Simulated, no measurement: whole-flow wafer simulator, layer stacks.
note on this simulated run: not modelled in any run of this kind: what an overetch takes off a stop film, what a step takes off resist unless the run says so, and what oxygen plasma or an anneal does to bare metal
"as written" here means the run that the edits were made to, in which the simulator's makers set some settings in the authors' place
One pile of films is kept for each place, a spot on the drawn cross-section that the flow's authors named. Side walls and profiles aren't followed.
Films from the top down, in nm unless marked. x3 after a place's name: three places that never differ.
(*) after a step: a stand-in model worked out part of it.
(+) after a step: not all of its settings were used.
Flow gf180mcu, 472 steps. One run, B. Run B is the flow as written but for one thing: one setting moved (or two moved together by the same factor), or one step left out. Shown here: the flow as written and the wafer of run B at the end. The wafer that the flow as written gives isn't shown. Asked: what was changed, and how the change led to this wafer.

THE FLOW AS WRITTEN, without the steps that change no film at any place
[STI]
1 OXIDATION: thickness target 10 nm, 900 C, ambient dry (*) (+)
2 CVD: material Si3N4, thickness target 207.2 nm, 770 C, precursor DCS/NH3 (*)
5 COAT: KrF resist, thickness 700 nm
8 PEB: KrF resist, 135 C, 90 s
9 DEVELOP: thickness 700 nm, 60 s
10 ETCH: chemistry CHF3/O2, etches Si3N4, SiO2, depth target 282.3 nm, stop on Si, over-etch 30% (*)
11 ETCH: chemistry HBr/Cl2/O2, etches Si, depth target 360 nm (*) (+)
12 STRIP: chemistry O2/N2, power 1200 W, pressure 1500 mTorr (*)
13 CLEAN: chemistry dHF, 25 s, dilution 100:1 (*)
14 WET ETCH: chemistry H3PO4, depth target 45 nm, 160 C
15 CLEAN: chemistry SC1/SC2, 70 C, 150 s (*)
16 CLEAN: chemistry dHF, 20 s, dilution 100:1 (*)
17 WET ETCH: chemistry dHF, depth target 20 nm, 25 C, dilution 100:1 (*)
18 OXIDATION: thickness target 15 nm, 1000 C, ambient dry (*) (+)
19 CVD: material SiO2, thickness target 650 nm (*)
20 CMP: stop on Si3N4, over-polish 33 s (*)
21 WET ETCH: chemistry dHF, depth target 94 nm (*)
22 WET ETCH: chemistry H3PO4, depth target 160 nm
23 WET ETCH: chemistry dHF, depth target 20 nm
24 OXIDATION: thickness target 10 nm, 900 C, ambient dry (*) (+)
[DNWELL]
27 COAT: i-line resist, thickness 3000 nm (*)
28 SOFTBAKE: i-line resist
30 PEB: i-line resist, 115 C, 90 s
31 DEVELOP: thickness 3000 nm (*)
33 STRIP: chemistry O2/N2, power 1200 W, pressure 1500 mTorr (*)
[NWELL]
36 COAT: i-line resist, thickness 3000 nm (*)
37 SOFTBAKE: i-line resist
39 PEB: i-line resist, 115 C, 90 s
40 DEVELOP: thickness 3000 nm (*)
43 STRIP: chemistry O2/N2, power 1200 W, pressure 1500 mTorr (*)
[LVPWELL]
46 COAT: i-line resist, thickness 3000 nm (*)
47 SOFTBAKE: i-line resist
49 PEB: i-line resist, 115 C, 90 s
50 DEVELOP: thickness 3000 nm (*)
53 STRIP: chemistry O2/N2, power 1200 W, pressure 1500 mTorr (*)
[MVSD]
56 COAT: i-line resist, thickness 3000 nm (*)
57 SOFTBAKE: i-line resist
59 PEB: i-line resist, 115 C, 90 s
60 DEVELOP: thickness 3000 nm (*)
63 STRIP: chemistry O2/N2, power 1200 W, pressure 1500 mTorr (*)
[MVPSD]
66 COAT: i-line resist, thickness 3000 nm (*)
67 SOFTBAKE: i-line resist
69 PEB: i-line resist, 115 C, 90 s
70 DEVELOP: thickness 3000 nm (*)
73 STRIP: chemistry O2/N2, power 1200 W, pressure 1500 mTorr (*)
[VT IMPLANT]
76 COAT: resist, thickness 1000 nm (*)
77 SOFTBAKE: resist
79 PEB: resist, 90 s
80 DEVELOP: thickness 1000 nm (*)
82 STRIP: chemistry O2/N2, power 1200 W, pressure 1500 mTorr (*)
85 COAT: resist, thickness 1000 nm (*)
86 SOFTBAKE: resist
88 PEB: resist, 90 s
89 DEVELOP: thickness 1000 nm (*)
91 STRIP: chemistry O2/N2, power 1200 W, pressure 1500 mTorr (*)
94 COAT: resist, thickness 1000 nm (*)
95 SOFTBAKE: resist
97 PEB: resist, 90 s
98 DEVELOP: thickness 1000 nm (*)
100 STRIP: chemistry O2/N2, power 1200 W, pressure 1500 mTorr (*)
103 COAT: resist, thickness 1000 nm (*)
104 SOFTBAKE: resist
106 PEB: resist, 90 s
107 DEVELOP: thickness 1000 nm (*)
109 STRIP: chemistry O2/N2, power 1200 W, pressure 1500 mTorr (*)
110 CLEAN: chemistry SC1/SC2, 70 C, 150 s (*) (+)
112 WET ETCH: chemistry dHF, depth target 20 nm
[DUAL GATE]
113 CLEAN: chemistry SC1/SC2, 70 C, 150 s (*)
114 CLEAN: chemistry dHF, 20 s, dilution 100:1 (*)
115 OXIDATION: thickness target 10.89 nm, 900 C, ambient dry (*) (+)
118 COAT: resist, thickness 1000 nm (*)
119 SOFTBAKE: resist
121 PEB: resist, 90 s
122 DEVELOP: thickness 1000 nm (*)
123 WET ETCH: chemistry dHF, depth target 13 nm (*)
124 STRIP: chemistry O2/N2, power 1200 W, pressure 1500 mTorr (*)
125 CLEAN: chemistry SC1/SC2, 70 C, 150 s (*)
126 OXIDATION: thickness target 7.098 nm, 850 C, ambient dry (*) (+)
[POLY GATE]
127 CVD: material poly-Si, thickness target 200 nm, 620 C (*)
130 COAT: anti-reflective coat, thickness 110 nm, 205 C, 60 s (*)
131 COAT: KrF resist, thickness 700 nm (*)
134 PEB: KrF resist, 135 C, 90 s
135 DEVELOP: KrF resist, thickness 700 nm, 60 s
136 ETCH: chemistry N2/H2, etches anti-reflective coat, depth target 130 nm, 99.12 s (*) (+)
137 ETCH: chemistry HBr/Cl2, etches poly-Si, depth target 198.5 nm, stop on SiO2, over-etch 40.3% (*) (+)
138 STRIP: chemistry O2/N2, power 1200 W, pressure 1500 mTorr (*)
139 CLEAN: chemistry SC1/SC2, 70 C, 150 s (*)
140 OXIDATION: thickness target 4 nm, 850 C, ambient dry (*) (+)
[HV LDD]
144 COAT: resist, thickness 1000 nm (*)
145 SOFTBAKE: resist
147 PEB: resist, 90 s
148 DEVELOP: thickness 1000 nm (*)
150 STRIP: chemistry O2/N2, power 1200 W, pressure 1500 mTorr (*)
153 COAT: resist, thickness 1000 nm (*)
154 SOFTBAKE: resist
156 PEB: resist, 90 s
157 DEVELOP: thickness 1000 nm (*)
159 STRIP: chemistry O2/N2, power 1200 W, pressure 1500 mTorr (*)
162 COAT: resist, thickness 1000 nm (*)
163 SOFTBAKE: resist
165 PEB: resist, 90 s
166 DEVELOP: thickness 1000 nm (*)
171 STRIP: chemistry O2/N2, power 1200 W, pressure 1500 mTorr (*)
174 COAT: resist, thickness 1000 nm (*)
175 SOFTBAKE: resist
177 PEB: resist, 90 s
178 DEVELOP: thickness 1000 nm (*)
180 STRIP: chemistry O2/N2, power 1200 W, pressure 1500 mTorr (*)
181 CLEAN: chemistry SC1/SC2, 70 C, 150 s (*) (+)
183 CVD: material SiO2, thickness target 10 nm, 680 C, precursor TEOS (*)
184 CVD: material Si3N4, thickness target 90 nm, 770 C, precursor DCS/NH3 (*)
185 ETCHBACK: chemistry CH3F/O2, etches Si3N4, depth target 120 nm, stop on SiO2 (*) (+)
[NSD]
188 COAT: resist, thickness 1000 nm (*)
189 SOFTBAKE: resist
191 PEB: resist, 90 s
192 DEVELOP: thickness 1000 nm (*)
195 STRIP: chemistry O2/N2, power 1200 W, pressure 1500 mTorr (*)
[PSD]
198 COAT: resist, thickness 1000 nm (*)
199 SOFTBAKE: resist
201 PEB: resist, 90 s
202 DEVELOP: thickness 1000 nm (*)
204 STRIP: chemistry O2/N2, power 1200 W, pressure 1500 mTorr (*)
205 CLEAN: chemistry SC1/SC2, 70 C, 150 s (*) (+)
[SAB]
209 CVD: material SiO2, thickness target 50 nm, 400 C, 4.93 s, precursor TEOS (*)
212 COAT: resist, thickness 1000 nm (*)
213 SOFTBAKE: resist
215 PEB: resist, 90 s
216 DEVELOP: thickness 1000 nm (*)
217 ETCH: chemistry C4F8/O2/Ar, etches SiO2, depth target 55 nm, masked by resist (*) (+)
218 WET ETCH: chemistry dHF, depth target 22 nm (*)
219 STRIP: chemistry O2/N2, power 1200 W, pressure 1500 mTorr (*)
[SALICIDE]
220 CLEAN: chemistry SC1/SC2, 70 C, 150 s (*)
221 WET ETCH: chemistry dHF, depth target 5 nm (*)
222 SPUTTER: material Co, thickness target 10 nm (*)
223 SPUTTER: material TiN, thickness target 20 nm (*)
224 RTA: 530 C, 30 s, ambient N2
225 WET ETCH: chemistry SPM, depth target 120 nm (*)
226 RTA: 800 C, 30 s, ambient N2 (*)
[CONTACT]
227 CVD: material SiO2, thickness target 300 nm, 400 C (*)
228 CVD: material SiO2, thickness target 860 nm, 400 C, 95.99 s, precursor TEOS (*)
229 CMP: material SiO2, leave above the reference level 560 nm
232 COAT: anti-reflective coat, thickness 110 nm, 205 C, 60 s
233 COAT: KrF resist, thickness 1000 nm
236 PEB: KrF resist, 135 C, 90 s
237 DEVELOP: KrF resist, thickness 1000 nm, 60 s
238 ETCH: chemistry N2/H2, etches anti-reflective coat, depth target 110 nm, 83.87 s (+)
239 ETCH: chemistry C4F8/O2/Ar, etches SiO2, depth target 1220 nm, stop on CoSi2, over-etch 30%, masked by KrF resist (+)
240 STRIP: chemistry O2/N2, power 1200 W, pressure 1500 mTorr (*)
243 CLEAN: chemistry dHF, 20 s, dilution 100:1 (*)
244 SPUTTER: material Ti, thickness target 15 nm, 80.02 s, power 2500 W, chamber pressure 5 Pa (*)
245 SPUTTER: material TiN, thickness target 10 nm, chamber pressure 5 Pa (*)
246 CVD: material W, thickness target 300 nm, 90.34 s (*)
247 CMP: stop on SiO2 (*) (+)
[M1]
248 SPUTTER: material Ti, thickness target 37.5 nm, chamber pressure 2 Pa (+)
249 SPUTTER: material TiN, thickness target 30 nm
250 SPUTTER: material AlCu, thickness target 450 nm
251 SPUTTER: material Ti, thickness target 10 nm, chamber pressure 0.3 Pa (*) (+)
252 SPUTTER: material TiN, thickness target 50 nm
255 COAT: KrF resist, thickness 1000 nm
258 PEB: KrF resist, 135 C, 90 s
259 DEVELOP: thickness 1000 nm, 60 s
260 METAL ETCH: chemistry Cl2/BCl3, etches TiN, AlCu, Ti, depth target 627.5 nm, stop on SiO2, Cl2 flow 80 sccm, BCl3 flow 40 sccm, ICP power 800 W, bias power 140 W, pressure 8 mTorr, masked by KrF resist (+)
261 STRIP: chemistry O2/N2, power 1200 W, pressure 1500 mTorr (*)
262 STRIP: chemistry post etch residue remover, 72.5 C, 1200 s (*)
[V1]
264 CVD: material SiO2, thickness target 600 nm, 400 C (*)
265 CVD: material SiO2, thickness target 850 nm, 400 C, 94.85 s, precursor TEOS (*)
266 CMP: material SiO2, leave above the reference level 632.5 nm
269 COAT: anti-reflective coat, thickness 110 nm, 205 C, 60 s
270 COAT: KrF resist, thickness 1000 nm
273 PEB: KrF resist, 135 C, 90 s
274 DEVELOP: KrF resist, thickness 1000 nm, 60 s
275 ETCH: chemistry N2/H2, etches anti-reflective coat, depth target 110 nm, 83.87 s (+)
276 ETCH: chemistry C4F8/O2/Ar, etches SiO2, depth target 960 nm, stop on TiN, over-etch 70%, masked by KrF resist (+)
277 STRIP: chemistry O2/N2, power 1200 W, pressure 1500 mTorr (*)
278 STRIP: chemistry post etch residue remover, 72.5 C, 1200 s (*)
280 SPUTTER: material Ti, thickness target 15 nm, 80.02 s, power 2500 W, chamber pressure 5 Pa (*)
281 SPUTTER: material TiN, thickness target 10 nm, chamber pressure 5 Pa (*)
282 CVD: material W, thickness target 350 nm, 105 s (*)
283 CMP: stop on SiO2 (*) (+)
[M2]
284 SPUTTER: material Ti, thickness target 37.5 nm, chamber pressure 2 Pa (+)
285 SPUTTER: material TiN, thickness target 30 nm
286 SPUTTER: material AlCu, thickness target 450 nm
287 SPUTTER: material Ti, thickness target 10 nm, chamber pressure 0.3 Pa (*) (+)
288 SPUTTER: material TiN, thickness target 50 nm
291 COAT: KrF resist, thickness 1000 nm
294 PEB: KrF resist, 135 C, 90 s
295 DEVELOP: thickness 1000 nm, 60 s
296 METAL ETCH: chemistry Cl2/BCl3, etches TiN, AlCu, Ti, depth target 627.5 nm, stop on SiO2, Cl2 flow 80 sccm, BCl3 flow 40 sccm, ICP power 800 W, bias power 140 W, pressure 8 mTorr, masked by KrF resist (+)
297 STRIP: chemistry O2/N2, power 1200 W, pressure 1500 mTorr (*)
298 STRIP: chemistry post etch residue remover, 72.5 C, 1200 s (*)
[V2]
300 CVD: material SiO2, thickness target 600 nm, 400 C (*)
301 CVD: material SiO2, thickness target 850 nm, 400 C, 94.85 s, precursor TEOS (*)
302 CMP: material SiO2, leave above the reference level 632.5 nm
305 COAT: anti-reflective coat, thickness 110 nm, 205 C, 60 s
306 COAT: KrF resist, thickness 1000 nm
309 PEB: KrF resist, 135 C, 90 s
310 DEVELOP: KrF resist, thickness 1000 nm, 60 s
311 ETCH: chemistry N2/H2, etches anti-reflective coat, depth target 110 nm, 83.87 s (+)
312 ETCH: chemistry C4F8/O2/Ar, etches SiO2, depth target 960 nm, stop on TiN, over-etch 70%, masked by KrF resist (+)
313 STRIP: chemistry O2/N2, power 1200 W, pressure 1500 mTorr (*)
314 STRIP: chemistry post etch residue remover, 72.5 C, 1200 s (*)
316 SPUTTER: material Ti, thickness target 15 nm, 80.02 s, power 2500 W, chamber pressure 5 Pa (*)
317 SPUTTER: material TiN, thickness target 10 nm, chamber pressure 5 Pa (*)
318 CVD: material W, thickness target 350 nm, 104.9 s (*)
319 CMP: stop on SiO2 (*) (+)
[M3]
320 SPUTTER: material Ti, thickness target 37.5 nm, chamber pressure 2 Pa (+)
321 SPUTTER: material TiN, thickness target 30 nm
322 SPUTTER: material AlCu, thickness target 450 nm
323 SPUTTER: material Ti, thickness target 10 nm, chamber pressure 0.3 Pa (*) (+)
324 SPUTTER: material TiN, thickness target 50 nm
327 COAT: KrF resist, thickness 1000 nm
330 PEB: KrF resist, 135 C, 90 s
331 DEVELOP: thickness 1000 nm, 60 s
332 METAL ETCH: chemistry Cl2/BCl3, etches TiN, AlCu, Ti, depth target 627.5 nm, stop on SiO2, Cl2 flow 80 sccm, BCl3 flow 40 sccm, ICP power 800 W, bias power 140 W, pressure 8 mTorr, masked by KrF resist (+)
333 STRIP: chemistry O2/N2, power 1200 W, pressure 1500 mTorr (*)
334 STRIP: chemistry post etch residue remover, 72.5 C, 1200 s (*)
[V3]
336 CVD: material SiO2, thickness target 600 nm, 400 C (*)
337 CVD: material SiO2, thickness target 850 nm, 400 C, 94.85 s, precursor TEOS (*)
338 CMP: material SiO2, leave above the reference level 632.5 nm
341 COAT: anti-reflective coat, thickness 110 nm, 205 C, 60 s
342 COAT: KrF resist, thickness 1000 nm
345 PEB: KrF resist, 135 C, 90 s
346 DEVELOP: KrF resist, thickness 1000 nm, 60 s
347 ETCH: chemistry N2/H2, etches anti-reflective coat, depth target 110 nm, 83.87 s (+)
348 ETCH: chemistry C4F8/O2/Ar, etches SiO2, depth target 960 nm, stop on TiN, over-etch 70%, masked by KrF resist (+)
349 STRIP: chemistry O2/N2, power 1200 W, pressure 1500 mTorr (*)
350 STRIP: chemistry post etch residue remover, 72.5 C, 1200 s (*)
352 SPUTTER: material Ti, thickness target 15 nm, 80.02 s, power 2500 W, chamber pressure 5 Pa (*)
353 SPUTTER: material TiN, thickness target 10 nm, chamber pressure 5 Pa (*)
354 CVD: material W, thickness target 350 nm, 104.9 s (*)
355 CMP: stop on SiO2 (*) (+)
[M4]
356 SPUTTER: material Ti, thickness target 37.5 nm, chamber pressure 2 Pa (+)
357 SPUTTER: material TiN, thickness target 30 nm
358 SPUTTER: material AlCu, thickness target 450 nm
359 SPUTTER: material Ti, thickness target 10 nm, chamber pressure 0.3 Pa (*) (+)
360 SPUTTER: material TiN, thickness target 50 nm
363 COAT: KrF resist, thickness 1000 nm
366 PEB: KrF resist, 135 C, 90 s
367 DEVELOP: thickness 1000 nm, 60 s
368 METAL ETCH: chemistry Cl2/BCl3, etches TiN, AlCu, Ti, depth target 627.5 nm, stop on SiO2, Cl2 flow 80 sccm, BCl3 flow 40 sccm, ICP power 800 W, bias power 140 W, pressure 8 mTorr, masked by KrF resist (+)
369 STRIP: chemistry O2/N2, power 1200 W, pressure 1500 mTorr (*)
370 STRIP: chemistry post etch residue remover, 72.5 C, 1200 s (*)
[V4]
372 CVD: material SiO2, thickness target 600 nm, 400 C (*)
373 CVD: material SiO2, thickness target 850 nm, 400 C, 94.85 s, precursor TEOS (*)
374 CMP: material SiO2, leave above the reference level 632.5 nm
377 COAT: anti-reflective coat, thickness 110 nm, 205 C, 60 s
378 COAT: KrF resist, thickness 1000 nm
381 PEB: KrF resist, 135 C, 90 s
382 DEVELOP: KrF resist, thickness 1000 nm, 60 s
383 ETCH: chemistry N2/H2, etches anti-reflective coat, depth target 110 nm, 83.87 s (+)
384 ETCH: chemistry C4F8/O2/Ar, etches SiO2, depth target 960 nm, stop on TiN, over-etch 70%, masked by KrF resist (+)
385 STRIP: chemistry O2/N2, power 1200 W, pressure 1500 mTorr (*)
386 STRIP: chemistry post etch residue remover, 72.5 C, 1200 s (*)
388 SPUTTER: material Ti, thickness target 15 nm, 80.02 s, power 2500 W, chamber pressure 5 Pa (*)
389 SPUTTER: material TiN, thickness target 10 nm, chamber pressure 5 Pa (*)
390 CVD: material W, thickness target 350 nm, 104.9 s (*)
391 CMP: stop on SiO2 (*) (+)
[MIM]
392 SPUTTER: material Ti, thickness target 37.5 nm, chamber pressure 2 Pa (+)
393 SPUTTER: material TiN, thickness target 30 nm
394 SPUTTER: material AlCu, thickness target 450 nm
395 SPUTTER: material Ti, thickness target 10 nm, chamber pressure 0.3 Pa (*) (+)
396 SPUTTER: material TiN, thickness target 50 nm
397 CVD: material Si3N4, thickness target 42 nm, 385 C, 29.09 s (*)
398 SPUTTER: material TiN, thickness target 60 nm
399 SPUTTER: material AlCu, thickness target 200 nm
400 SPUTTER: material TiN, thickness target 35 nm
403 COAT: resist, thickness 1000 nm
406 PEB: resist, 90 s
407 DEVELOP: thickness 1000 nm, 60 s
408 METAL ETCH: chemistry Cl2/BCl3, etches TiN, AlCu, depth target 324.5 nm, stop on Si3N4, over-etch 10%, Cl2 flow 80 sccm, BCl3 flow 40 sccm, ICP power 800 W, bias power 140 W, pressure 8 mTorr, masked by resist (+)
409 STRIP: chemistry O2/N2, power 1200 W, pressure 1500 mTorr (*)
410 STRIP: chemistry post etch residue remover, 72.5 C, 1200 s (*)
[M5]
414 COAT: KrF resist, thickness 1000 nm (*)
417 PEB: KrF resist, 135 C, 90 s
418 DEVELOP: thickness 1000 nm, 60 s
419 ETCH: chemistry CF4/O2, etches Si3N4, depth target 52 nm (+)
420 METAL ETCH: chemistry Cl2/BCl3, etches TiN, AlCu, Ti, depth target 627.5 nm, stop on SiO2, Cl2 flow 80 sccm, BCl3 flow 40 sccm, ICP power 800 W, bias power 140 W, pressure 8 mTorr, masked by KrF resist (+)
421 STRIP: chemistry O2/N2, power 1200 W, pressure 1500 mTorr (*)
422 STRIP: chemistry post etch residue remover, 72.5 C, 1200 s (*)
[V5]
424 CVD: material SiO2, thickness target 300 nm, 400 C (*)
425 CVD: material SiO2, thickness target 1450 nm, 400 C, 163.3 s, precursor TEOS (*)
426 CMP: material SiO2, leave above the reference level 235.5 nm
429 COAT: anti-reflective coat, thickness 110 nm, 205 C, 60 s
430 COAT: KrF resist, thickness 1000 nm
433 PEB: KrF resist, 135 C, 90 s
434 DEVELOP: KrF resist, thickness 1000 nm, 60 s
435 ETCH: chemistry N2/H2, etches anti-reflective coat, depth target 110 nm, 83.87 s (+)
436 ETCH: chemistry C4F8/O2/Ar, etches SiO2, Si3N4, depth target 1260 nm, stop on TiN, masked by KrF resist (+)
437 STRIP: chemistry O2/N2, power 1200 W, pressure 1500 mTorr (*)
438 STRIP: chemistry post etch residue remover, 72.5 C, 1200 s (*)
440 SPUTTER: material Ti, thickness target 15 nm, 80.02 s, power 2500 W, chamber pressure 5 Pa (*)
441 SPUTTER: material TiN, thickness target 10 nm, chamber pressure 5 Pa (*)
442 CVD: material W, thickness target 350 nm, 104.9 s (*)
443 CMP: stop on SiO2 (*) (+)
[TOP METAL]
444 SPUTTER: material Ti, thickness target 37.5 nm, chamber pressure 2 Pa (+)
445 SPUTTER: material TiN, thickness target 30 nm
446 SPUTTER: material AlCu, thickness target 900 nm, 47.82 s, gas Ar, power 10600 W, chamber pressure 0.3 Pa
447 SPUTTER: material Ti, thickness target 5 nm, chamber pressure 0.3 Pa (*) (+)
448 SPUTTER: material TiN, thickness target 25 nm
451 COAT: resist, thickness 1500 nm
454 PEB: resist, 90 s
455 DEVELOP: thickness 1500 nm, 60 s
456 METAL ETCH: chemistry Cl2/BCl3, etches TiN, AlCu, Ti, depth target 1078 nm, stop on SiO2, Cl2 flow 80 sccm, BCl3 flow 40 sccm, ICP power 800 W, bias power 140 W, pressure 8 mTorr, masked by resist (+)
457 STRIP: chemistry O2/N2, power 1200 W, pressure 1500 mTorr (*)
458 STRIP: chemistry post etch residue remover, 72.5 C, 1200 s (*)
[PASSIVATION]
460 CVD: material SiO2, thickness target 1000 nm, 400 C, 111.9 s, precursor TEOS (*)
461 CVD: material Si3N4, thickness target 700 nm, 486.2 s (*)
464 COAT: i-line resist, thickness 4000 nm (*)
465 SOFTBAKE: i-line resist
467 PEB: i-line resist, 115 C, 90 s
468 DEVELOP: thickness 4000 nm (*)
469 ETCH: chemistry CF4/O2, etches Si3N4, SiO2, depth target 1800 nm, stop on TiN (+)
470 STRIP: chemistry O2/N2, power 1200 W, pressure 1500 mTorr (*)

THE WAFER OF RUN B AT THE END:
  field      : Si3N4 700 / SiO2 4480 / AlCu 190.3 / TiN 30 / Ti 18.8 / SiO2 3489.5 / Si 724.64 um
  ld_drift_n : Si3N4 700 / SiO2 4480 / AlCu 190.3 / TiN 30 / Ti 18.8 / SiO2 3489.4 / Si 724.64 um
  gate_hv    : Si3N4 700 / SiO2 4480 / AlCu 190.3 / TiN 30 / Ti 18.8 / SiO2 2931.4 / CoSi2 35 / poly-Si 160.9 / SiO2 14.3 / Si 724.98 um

The cause: step 320, SPUTTER: thickness target 18.8 nm was run, where the flow has thickness target 37.5 nm; step 332, METAL ETCH: depth target 314 nm was run, where the flow has depth target 627.5 nm.

How the change led to this, step by step:
  320 SPUTTER: material Ti, thickness target 37.5 nm, chamber pressure 2 Pa (+)
      field, field__w1, field__w2 and 108 more: Ti +18.8 (new film) (as written it would be: Ti +37.5 (new film))
  332 METAL ETCH: chemistry Cl2/BCl3, etches TiN, AlCu, Ti, depth target 627.5 nm, stop on SiO2, Cl2 flow 80 sccm, BCl3 flow 40 sccm, ICP power 800 W, bias power 140 W, pressure 8 mTorr, masked by KrF resist (+)
      field, field__w1, field__w2 and 103 more: TiN -50 (all of it), Ti -10 (all of it), AlCu -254 (as written it would be: TiN -50 (all of it), Ti -10 (all of it), AlCu -450 (all of it), TiN -30 (all of it), Ti -37.5 (all of it))
      field__w8, contact, m1, m1__w1, m1_nw: KrF resist -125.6 (as written it would be: KrF resist -251)
  333 STRIP: chemistry O2/N2, power 1200 W, pressure 1500 mTorr (*)
      field__w8, contact, m1, m1__w1, m1_nw: KrF resist -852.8 (all of it) (as written it would be: KrF resist -727.4 (all of it))
  334 STRIP: chemistry post etch residue remover, 72.5 C, 1200 s (*)
      field, field__w1, field__w2 and 103 more: AlCu -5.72 (as written it would be: nothing)
  336 CVD: material SiO2, thickness target 600 nm, 400 C (*)
      field, field__w1, field__w2 and 103 more: SiO2 +600 (new film) (as written it would be: SiO2 +600)
  338 CMP: material SiO2, leave above the reference level 632.5 nm
      field, field__w1, field__w2 and 103 more: SiO2 -557.8 (as written it would be: SiO2 -300)
Counting metal films that touch as one body, field has 1 body; the flow as written gives 0 bodies.
Counting metal films that touch as one body, ld_drift_n has 1 body; the flow as written gives 0 bodies.
Counting metal films that touch as one body, gate_hv has 2 bodies (between them, from the top down: SiO2 2931.4); the flow as written gives 1 body.
